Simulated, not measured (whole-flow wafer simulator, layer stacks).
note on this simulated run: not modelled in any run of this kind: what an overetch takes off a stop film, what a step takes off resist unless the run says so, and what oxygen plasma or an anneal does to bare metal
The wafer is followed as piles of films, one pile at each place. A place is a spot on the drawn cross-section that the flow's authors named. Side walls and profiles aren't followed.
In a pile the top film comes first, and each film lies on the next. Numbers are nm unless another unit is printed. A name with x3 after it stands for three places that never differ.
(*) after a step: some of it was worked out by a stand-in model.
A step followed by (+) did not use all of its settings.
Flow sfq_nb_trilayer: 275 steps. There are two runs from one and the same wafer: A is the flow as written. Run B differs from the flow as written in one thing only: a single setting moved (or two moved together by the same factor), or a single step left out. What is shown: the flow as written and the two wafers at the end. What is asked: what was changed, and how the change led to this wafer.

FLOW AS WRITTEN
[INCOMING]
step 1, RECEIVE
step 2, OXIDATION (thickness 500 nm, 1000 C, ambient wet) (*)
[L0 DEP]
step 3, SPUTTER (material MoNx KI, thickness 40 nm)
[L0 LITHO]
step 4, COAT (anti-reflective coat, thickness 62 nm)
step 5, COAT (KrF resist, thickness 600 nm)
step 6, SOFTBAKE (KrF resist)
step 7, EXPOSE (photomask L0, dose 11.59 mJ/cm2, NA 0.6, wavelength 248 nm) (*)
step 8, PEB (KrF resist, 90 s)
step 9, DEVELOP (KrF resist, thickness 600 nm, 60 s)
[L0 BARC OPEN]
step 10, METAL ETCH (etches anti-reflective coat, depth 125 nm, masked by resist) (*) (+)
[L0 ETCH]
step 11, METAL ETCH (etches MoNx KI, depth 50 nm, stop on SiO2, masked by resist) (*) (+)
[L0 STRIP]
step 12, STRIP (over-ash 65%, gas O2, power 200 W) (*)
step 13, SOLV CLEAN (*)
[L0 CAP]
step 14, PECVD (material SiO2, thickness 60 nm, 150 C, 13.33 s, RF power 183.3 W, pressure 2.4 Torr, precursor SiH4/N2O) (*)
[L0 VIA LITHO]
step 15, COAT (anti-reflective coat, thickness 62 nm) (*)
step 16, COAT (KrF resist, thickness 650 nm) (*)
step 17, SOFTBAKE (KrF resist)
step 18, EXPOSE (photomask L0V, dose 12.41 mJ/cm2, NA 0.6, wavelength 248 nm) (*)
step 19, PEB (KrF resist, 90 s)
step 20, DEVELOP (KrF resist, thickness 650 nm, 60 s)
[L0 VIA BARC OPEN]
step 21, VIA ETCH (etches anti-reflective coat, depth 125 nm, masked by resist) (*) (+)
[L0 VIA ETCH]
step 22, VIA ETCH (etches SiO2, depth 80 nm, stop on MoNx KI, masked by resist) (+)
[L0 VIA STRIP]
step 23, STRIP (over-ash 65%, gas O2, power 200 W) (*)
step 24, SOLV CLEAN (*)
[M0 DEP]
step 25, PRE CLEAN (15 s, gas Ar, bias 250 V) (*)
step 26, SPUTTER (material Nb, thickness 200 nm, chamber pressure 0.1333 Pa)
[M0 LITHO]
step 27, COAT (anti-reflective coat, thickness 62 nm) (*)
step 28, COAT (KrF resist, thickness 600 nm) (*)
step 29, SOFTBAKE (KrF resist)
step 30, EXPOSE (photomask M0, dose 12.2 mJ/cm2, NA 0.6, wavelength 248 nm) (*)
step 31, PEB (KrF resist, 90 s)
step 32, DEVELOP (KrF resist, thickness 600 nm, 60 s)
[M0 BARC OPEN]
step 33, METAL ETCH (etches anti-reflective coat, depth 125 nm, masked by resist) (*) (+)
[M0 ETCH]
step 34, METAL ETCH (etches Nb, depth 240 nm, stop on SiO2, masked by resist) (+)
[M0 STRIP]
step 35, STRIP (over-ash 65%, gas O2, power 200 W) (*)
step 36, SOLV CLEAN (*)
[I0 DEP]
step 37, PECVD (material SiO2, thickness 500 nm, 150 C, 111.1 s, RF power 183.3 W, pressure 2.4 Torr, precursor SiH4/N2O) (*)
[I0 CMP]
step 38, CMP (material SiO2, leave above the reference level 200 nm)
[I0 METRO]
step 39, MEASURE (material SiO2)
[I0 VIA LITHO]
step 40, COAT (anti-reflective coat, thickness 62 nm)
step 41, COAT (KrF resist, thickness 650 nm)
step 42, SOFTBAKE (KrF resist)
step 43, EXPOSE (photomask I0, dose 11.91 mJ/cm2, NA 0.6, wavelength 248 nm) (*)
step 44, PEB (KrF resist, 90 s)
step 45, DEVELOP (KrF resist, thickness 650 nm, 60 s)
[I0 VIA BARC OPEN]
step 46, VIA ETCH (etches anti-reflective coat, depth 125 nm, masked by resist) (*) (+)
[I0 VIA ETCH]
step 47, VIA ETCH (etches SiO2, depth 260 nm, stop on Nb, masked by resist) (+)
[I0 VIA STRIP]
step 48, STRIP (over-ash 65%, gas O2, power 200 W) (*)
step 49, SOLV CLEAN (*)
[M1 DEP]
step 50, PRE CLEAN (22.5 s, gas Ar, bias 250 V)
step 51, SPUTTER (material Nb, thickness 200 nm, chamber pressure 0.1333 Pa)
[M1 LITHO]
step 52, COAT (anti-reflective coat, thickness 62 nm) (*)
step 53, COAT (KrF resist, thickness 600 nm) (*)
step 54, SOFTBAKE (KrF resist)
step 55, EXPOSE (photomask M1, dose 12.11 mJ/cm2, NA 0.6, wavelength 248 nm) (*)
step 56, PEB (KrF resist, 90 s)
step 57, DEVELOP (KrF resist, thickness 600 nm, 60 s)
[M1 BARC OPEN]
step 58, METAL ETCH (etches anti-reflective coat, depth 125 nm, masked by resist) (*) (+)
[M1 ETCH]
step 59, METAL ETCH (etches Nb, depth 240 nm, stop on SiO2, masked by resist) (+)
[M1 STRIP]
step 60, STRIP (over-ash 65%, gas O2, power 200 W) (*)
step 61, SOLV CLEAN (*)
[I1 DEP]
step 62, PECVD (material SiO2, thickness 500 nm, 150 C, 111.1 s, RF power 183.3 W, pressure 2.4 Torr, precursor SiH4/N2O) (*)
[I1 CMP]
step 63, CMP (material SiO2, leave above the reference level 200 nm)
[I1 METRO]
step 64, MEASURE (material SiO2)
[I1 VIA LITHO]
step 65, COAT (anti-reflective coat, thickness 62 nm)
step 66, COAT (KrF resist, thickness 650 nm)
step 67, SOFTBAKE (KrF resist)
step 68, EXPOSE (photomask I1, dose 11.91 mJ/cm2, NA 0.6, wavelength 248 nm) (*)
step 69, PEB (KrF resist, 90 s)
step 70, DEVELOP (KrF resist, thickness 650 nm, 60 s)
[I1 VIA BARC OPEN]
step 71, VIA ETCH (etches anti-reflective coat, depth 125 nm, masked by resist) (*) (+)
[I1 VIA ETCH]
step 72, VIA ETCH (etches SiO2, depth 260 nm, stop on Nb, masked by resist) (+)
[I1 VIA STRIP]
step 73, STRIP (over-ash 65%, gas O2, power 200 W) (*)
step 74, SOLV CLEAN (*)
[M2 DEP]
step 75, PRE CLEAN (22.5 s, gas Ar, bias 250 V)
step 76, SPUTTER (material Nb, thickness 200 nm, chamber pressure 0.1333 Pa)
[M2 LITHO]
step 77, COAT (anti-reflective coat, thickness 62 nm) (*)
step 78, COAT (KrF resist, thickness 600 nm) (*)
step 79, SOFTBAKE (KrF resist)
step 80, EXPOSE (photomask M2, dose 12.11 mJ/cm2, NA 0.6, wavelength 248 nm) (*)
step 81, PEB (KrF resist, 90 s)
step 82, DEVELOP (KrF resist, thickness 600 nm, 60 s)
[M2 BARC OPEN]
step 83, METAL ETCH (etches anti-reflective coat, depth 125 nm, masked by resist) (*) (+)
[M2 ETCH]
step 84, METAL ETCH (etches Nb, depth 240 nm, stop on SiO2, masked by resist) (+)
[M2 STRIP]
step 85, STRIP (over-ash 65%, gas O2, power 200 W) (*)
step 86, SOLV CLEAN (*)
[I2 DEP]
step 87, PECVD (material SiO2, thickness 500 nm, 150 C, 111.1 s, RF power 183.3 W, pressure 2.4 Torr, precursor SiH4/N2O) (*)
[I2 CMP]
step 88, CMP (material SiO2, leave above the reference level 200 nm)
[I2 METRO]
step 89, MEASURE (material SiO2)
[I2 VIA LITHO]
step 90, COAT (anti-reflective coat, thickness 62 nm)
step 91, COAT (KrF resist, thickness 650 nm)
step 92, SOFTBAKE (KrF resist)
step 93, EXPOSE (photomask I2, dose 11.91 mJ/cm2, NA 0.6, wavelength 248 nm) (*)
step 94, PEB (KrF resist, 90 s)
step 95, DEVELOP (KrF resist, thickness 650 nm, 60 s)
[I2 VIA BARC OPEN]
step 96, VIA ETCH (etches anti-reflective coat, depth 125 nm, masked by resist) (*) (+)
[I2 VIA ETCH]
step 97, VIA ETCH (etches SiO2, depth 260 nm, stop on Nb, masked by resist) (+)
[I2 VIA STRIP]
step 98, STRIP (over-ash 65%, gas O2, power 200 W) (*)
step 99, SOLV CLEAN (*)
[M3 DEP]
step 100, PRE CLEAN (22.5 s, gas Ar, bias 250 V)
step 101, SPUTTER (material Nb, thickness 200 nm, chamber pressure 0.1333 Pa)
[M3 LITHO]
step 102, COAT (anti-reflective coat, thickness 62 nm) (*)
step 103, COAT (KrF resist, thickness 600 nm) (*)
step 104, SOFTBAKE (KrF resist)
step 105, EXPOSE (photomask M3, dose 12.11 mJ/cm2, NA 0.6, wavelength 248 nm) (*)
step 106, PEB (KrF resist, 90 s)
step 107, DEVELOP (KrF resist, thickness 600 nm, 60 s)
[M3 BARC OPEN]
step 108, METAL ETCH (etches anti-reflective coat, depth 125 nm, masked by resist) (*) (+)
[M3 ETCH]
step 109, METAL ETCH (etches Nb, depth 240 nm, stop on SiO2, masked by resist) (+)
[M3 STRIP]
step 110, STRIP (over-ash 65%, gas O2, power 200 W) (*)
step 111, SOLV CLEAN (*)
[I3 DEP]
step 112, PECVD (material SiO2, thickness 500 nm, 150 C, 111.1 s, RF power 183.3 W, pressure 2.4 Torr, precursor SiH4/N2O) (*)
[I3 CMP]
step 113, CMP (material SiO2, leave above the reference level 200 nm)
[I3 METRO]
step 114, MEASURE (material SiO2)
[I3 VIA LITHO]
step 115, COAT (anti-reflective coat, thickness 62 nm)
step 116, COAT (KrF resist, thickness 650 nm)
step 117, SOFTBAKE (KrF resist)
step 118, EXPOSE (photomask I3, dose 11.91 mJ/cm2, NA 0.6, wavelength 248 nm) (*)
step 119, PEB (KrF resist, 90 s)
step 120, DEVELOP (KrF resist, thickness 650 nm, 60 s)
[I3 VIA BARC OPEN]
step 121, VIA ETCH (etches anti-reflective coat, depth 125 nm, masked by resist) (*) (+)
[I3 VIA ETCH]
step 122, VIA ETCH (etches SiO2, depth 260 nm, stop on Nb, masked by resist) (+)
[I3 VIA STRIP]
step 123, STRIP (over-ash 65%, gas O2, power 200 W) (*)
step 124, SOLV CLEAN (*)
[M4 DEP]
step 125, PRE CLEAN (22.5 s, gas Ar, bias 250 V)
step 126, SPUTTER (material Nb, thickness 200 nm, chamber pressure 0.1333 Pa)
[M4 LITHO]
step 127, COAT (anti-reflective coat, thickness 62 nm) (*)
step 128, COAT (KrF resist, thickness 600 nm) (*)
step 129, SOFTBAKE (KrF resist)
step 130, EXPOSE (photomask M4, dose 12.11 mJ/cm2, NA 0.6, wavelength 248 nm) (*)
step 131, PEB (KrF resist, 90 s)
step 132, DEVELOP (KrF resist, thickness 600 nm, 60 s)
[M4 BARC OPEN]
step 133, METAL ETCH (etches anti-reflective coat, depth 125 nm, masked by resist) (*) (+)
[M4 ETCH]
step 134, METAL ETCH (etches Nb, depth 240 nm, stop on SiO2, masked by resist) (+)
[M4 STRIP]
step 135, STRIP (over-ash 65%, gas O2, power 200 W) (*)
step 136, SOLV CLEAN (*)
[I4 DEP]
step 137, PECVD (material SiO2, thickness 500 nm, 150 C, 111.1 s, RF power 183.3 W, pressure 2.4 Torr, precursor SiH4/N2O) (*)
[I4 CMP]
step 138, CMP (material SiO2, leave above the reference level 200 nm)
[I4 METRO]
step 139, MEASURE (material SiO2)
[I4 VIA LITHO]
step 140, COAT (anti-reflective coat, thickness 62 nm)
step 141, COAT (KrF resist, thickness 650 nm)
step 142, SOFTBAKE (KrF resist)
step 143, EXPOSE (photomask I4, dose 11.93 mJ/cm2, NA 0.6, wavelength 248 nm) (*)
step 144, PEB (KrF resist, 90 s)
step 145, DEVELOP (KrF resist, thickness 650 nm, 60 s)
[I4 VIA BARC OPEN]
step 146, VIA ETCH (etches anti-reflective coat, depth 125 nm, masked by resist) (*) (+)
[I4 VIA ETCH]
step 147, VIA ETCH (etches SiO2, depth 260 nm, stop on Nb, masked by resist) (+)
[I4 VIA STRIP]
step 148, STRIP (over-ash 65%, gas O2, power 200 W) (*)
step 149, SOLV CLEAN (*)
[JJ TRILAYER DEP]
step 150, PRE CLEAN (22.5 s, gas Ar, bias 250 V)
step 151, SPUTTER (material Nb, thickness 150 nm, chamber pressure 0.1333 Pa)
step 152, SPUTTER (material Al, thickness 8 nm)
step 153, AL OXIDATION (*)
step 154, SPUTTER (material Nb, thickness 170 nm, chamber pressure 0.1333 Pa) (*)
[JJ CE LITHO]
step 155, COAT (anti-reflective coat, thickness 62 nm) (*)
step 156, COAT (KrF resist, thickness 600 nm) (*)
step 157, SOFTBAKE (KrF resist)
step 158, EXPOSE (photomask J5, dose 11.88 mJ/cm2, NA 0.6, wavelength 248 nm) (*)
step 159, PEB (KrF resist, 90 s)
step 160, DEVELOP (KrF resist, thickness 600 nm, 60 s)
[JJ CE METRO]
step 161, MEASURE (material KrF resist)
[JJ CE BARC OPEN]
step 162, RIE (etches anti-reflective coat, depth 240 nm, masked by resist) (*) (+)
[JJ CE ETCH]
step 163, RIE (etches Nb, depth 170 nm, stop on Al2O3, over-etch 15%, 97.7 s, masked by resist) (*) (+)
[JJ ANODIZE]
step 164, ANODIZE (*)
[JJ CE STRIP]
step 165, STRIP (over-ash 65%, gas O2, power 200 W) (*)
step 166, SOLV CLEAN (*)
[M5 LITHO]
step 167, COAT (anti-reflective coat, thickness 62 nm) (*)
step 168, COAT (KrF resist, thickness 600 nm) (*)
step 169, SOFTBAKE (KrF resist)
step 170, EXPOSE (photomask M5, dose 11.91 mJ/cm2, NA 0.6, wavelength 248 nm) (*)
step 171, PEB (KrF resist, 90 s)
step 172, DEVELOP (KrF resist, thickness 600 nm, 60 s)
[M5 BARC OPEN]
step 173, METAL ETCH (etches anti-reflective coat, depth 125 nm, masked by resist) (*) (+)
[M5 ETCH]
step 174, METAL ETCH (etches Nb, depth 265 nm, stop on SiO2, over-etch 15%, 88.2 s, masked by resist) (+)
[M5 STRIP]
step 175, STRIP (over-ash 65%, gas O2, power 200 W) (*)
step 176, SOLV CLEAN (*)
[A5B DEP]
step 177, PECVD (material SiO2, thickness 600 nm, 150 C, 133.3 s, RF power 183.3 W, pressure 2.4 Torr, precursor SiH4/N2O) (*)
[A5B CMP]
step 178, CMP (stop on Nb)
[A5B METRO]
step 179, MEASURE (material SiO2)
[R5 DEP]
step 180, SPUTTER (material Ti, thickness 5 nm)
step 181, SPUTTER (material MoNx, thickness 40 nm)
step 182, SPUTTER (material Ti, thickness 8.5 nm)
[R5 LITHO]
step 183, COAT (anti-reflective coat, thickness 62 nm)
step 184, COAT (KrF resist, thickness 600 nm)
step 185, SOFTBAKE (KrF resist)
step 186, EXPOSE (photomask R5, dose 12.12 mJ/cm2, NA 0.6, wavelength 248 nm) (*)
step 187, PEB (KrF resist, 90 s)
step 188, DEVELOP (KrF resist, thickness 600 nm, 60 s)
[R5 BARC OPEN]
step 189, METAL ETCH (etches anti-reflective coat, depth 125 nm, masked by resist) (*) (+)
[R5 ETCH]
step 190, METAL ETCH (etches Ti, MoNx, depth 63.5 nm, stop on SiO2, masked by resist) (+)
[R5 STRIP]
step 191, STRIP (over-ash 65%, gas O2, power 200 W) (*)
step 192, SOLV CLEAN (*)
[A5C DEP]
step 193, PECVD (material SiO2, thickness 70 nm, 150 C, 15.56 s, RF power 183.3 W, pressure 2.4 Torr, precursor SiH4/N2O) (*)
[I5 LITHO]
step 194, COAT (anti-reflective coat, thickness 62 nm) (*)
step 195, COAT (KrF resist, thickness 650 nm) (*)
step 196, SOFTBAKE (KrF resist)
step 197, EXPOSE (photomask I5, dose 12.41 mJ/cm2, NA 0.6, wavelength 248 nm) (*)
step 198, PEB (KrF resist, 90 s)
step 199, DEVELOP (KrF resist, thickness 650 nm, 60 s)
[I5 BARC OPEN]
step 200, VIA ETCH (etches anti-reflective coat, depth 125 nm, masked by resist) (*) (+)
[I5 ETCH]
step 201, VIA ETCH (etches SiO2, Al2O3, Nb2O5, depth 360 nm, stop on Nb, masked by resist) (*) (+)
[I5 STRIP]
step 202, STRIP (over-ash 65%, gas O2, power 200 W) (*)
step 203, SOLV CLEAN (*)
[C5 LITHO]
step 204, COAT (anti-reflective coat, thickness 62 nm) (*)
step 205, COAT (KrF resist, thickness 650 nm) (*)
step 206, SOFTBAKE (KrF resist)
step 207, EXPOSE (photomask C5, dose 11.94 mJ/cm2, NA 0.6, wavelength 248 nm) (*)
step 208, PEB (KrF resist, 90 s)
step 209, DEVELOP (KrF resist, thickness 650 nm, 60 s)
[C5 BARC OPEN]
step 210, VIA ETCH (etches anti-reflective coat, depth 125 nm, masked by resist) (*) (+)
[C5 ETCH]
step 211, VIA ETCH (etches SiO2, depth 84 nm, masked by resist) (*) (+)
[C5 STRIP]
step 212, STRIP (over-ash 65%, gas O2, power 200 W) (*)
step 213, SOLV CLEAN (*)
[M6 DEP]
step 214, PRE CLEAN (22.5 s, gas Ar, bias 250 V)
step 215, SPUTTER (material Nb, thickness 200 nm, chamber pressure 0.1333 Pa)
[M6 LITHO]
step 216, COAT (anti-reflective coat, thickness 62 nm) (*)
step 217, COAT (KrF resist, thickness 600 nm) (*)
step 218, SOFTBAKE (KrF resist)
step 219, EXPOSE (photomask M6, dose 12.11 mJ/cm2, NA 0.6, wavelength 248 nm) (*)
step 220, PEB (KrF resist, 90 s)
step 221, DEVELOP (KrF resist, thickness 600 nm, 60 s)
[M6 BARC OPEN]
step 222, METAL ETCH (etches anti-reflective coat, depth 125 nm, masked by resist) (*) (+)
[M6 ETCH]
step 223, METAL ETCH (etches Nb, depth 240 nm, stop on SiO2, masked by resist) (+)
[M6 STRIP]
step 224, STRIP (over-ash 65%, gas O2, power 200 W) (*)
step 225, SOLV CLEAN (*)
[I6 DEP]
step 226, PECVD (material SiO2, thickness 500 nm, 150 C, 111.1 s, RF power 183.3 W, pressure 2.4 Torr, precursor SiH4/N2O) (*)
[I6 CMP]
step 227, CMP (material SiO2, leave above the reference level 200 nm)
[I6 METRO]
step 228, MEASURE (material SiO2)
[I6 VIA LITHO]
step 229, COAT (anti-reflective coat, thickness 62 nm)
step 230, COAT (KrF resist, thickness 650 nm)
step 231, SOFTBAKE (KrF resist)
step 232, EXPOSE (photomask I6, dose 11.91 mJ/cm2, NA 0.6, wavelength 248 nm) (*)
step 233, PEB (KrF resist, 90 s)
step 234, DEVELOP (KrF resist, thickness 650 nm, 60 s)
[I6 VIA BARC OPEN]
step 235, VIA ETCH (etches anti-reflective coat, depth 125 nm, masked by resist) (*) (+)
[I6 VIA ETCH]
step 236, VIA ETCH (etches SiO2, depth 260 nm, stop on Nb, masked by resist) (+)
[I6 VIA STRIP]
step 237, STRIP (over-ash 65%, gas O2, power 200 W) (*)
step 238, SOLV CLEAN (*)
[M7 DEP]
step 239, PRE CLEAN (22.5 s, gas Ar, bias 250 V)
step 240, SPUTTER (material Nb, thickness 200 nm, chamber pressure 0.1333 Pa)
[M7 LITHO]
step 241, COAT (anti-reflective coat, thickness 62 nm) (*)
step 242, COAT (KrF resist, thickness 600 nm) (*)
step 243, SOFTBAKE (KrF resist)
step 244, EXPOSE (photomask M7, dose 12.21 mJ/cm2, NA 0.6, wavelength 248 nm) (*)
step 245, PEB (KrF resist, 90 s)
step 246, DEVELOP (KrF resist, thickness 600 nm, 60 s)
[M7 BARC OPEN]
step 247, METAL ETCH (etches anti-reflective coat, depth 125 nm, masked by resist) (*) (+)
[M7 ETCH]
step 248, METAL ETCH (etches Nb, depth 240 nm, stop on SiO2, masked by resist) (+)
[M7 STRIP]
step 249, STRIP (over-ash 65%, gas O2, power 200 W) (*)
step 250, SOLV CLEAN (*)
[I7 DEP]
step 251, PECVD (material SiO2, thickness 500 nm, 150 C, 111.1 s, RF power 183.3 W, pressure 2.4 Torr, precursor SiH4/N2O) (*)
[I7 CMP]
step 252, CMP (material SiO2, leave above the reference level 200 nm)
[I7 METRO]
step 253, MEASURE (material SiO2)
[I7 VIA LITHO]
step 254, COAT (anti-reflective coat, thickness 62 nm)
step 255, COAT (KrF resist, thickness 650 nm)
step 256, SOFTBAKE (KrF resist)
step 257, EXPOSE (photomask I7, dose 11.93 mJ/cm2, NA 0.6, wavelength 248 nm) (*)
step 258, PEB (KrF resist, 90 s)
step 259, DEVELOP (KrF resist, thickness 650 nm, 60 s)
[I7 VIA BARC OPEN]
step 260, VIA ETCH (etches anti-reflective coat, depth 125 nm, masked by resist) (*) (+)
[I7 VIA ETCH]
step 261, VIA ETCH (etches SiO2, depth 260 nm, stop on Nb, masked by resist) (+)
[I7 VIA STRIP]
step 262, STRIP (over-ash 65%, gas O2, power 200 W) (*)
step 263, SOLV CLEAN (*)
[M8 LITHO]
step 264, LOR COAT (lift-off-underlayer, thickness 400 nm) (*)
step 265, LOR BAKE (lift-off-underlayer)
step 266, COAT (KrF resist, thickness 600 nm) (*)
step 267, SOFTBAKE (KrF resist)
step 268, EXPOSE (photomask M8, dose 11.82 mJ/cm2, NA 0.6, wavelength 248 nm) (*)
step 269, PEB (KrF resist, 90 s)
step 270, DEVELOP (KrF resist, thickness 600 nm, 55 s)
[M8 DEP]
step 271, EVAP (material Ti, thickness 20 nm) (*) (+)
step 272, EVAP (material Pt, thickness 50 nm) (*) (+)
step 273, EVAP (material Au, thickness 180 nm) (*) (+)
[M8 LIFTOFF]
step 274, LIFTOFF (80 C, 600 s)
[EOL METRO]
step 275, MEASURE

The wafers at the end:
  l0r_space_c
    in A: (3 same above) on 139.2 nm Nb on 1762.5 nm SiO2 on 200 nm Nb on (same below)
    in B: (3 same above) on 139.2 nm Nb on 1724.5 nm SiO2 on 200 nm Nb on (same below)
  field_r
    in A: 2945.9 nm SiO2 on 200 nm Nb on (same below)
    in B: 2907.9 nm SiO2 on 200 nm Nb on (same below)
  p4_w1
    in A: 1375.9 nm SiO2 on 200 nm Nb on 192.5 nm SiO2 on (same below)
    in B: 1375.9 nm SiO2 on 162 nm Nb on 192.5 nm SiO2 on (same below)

The reason: step 126, SPUTTER: thickness 162 nm was run, whereas the flow has thickness 200 nm.
The wafer itself shows it: p4_w1 has Nb 162, and step 126 as written asks for 200 nm.

How this came from the change, step by step:
  step 126, SPUTTER (material Nb, thickness 200 nm, chamber pressure 0.1333 Pa)
      field_l, v_sur, via_wl and 102 more: A Nb gains 200 (new film) | B Nb gains 162 (new film)
      via_v: A Nb gains 165.5 | B Nb gains 133.9
  step 134, METAL ETCH (etches Nb, depth 240 nm, stop on SiO2, masked by resist) (+)
      field_l, be, be_sur and 64 more: A Nb loses 200 (all of it) | B Nb loses 162 (all of it)
  step 137, PECVD (material SiO2, thickness 500 nm, 150 C, 111.1 s, RF power 183.3 W, pressure 2.4 Torr, precursor SiH4/N2O) (*)
      p3_s0, p3_s1, p3_s2, p3_s3, p3_s4, p3_s5: A SiO2 gains 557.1 | B SiO2 gains 519.1
  step 138, CMP (material SiO2, leave above the reference level 200 nm)
      field_l, be, be_sur and 55 more: A SiO2 loses 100 | B SiO2 loses 138
      lsp_r, l0_sur, l0v: A SiO2 loses 91.9 | B SiO2 loses 131.4
      (also at 1 further place)
